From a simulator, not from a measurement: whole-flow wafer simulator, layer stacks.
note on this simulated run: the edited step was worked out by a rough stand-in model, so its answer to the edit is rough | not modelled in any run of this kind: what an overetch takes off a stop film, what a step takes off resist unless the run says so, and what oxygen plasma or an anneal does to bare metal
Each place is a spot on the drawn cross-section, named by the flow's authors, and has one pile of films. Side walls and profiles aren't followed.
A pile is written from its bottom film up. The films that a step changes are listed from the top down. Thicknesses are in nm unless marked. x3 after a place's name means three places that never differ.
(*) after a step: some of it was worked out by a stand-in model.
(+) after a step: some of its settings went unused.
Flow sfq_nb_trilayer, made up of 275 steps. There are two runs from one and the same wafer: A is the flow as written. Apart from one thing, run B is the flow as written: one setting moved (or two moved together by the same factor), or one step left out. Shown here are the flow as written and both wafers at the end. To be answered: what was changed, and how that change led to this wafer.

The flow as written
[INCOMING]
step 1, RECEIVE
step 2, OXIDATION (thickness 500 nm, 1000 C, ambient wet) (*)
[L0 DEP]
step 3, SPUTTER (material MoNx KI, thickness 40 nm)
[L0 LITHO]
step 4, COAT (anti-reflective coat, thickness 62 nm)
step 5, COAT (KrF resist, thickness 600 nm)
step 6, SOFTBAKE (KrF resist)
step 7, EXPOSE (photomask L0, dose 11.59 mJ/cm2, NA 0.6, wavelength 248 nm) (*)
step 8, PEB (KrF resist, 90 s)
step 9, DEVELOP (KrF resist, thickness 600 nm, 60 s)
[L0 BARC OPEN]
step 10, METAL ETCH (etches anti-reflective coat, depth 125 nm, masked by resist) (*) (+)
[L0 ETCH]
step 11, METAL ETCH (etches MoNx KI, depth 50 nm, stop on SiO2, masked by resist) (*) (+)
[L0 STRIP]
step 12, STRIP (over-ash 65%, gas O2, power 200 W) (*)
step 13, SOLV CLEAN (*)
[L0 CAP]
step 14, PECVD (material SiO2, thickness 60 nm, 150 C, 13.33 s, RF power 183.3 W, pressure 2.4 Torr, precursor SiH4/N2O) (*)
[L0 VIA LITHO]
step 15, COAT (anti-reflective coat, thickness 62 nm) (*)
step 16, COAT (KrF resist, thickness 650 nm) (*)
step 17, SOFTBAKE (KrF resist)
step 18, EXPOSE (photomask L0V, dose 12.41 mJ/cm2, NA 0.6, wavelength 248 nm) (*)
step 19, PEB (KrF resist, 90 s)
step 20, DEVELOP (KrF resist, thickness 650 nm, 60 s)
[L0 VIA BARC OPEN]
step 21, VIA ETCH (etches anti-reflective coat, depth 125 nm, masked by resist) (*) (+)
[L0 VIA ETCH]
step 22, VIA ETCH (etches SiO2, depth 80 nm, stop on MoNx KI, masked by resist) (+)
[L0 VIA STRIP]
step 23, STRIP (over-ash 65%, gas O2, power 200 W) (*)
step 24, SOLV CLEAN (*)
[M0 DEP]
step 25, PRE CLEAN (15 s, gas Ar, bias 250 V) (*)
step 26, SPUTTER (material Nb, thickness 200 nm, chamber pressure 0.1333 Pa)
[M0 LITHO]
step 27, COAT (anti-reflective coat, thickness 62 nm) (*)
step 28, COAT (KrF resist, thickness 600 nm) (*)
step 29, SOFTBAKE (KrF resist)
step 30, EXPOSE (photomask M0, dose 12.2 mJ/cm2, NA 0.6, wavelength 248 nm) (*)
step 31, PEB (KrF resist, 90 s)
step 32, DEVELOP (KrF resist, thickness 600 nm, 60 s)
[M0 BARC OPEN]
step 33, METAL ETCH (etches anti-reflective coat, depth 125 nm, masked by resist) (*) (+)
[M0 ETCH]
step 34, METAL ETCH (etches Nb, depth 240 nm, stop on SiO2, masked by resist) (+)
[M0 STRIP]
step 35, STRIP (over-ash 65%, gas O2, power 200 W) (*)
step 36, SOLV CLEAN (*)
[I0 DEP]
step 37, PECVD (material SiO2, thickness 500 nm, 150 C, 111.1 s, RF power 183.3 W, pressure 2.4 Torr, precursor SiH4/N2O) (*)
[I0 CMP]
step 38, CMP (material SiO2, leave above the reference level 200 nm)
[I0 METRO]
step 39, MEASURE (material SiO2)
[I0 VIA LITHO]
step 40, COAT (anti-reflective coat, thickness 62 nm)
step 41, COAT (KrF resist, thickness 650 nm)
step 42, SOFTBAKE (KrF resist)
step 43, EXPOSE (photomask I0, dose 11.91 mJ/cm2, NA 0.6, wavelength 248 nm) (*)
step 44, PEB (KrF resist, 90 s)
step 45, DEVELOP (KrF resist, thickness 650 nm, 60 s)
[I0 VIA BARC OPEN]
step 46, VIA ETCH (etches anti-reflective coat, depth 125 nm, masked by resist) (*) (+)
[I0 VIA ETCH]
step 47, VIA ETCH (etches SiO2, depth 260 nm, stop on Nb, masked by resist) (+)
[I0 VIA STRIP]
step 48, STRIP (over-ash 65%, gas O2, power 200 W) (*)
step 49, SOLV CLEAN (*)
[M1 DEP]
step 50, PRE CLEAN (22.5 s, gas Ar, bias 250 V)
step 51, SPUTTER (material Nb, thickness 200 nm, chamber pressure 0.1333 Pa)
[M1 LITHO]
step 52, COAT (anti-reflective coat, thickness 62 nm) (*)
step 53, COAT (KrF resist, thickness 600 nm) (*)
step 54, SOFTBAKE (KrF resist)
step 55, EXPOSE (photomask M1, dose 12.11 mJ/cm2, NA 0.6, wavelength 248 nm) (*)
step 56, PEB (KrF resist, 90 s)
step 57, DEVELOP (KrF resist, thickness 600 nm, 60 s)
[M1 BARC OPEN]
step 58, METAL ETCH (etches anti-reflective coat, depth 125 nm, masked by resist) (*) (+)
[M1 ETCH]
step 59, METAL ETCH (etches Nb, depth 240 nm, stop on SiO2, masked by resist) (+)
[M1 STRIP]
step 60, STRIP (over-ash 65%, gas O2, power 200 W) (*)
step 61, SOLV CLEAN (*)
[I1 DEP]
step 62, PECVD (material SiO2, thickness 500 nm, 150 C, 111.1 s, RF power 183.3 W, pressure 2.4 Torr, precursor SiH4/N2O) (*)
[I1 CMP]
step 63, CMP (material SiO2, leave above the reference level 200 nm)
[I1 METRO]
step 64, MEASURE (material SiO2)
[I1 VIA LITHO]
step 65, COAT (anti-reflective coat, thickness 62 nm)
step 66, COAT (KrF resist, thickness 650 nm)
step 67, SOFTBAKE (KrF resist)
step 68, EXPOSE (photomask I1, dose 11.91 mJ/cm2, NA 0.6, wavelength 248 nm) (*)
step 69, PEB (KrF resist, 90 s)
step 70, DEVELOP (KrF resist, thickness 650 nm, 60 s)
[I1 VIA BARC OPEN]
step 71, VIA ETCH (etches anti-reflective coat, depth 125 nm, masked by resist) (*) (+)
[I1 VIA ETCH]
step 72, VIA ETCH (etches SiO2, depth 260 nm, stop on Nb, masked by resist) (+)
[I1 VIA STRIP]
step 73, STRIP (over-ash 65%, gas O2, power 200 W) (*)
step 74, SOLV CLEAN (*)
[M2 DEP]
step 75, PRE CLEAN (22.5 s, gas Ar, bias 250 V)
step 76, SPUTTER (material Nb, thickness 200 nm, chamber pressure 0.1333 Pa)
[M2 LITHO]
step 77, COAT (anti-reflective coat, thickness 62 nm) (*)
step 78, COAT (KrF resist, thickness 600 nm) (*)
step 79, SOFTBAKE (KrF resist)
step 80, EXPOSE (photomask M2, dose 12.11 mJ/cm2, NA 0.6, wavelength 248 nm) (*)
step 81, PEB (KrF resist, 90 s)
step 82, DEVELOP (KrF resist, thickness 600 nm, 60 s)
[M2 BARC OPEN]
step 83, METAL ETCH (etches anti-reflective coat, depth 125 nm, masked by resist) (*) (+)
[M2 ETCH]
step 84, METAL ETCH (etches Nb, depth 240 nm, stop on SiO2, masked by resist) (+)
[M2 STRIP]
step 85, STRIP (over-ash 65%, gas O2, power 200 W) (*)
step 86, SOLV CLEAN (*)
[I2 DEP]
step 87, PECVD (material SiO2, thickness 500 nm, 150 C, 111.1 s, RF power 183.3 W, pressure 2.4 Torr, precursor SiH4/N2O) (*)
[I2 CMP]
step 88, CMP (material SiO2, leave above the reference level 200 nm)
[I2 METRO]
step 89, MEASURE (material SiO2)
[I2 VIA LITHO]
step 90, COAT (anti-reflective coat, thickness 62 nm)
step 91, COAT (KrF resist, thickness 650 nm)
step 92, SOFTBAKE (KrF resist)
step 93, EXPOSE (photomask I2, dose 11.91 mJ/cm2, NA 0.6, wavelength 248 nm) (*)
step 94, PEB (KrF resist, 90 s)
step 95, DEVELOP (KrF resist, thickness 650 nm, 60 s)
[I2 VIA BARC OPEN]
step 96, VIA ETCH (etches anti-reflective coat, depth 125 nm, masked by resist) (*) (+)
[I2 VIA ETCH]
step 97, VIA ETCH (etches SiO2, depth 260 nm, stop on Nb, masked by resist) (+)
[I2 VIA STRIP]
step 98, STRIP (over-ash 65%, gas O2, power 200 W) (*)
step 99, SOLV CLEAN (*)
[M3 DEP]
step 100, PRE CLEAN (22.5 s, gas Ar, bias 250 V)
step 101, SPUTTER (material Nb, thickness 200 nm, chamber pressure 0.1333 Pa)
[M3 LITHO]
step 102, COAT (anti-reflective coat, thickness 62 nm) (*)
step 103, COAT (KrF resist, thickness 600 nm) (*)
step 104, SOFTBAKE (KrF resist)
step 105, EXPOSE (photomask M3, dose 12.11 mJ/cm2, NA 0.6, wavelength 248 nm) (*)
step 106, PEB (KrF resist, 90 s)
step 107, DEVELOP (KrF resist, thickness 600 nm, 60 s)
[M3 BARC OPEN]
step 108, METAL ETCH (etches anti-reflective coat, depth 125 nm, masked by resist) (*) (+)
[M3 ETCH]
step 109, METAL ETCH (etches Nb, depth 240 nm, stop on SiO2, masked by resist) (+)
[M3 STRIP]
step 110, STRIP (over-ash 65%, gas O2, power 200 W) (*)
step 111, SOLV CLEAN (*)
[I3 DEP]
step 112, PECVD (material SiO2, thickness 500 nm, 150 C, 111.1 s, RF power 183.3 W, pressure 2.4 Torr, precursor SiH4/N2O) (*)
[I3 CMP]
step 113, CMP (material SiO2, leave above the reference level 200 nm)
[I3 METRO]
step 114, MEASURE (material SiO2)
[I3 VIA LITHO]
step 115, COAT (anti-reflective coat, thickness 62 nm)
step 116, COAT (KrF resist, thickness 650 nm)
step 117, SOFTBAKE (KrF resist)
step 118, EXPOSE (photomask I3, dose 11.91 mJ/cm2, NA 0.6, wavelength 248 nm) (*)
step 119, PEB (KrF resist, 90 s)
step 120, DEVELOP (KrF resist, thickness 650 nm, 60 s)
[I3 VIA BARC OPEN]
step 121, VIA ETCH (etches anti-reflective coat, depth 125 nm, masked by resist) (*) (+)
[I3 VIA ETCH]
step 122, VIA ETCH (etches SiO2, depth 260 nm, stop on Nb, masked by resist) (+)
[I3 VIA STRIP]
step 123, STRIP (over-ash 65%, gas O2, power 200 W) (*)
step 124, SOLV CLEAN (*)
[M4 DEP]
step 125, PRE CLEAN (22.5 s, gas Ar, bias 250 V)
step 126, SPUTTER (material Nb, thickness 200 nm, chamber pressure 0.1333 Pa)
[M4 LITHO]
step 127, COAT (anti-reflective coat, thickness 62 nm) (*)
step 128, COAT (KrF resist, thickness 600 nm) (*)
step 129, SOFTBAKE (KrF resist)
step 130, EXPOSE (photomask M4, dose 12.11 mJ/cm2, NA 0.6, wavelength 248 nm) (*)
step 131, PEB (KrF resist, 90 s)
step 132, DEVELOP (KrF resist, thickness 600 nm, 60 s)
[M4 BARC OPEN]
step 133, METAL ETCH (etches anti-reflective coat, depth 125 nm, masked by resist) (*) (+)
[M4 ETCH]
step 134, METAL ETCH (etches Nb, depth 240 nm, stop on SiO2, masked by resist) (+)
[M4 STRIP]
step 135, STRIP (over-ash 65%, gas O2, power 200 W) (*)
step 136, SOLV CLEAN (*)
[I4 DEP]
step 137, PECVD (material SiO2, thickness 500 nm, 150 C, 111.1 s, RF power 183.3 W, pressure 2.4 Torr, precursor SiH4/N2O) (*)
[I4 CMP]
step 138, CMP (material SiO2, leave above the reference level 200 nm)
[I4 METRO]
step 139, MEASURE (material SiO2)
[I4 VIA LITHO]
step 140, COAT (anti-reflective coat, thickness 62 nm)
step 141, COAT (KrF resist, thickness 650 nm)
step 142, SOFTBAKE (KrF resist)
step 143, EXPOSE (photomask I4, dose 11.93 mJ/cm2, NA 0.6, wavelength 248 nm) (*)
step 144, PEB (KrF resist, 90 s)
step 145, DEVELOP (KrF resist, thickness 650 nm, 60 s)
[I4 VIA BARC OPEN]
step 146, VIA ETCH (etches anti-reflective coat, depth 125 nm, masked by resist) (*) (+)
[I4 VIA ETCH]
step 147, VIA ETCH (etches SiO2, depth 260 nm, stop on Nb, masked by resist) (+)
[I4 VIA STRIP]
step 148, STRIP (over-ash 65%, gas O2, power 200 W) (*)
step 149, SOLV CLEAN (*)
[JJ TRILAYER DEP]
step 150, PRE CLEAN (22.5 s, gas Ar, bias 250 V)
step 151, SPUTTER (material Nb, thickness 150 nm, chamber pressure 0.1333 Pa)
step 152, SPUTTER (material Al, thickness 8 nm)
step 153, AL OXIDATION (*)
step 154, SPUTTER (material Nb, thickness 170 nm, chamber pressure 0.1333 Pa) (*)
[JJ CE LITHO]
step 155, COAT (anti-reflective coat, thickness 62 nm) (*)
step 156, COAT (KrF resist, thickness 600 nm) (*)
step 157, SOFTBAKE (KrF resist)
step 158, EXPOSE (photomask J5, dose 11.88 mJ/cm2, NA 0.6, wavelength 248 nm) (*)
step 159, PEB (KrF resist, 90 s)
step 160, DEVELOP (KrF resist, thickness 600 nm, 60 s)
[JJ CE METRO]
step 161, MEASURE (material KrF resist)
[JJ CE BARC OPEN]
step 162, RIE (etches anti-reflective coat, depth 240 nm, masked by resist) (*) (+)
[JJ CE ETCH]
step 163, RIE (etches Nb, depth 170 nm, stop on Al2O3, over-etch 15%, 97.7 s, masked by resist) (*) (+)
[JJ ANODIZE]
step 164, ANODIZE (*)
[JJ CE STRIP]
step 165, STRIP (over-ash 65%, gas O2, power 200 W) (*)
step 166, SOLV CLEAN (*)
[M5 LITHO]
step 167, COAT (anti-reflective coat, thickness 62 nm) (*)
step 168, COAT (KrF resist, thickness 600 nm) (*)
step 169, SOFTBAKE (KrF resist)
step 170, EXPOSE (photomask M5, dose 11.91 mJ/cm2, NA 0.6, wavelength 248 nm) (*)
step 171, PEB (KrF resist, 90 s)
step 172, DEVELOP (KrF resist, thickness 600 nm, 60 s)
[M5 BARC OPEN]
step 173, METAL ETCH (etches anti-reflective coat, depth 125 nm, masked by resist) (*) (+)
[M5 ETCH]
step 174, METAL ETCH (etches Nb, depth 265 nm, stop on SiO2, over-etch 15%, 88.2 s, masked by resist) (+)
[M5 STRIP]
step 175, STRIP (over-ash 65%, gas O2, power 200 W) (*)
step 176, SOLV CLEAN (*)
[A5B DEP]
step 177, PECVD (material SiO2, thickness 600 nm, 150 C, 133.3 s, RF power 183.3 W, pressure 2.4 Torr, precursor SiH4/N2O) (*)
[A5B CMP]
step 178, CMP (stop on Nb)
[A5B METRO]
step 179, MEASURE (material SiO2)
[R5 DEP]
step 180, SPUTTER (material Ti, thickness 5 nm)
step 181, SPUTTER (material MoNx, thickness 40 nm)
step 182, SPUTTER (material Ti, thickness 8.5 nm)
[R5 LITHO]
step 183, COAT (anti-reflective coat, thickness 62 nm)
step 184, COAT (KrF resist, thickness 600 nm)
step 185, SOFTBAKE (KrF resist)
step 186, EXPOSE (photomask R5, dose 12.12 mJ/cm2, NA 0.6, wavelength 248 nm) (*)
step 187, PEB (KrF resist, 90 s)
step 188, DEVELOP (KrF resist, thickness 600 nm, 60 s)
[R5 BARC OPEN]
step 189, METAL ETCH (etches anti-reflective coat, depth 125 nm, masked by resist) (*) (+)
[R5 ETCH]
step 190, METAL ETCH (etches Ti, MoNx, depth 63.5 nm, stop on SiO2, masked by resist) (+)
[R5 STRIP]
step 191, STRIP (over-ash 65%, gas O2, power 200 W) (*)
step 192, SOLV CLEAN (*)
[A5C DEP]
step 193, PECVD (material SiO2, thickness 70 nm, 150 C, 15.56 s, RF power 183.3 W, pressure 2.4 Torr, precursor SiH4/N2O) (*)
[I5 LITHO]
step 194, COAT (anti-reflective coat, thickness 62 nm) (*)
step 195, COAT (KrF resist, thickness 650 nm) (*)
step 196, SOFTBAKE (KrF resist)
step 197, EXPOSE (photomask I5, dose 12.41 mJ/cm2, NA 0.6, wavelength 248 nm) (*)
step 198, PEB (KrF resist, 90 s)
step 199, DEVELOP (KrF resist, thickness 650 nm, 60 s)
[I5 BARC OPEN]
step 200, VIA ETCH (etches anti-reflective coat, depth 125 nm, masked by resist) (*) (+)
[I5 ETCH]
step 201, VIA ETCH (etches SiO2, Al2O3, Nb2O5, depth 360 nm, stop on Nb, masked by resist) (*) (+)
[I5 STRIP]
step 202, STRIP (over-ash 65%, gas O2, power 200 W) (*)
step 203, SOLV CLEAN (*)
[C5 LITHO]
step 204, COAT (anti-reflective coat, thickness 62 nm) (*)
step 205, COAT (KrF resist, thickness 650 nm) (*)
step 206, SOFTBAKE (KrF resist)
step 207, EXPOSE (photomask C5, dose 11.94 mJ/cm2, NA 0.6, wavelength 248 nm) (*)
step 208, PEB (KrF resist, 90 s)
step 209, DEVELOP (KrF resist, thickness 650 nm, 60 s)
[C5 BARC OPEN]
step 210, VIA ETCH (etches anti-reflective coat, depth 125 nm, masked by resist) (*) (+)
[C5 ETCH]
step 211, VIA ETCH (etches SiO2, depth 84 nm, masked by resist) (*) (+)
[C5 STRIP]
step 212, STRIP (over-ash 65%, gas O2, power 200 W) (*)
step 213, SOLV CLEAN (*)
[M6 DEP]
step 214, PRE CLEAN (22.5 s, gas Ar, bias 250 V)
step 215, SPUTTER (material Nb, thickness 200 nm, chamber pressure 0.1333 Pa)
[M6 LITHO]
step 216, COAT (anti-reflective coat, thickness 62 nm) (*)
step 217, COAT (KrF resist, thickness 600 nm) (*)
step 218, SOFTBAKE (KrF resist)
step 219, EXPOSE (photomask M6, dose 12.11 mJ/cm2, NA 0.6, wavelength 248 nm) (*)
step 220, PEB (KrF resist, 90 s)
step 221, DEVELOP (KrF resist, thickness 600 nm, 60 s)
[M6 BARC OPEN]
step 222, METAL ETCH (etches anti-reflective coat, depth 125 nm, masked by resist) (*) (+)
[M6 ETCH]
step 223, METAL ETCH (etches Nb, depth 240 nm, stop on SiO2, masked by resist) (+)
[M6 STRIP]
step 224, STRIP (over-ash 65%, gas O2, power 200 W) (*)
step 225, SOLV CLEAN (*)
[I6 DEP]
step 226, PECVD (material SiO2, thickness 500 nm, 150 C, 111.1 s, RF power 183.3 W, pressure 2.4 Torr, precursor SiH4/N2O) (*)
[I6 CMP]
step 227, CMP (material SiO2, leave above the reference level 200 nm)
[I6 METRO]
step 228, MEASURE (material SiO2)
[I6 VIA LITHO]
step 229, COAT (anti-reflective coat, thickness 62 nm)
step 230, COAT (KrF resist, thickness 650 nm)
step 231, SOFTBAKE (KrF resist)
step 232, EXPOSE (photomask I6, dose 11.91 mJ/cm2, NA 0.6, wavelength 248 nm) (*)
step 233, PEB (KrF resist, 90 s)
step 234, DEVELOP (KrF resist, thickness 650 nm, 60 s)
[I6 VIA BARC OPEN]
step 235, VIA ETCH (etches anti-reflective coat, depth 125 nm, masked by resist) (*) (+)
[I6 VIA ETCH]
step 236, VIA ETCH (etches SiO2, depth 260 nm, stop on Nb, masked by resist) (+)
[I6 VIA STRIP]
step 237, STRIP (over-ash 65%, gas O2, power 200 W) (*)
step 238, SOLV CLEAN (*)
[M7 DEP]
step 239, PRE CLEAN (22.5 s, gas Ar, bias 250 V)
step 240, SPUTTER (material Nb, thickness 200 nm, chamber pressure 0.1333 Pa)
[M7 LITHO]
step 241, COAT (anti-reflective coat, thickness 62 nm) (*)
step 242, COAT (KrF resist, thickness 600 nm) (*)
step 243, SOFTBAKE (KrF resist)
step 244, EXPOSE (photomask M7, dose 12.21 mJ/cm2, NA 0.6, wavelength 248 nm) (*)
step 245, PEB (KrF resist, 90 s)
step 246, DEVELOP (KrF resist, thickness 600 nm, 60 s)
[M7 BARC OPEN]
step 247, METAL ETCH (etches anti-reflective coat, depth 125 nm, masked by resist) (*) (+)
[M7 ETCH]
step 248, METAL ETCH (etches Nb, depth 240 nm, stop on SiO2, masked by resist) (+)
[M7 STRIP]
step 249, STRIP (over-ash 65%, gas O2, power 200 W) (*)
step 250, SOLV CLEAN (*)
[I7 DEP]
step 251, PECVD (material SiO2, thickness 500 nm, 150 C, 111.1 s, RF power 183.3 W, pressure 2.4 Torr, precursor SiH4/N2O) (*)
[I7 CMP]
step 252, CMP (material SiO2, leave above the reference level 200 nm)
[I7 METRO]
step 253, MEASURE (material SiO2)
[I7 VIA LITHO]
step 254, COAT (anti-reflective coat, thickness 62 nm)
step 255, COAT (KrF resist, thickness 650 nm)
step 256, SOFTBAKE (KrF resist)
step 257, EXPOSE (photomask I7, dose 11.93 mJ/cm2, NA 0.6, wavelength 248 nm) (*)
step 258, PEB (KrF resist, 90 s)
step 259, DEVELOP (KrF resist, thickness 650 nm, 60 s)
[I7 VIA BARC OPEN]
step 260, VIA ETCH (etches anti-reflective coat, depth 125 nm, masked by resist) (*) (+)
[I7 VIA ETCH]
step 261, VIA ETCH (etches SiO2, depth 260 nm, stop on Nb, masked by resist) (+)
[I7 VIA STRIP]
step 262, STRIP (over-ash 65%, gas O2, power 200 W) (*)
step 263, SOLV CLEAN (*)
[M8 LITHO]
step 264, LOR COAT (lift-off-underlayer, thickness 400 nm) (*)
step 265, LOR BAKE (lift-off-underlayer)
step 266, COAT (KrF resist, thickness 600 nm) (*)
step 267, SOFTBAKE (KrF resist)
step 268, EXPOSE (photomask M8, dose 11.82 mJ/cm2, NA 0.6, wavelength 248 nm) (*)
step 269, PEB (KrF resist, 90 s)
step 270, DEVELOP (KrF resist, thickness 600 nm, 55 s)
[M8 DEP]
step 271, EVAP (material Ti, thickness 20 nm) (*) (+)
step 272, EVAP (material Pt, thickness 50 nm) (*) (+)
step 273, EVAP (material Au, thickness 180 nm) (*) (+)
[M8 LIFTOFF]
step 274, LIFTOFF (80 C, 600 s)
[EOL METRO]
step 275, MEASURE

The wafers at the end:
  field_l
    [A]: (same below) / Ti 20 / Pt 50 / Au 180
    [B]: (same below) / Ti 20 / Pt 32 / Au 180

What caused this: step 272, EVAP: thickness 32 nm was run, though the flow has thickness 50 nm.
The wafer lets one read it off: field_l has Pt 32, and step 272 as written asks for 50 nm.

Step by step, how the change led to this:
  step 272, EVAP (material Pt, thickness 50 nm) (*) (+)
      field_l, v_sur, via_wl and 103 more: A +50 Pt (new film) | B +32 Pt (new film)
  step 274, LIFTOFF (80 C, 600 s)
      p4_fl x3, p4_w1 x9, p4_g1 x2 and 60 more: A -180 Au (all of it), -50 Pt (all of it), -20 Ti (all of it), -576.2 KrF resist (all of it), -400 lift-off-underlayer (all of it) | B -180 Au (all of it), -32 Pt (all of it), -20 Ti (all of it), -576.2 KrF resist (all of it), -400 lift-off-underlayer (all of it)
      c5j, ce_r: A -180 Au (all of it), -50 Pt (all of it), -20 Ti (all of it), -573.3 KrF resist (all of it), -399.3 lift-off-underlayer (all of it) | B -180 Au (all of it), -32 Pt (all of it), -20 Ti (all of it), -573.3 KrF resist (all of it), -399.3 lift-off-underlayer (all of it)
      (as well as at 19 more places)
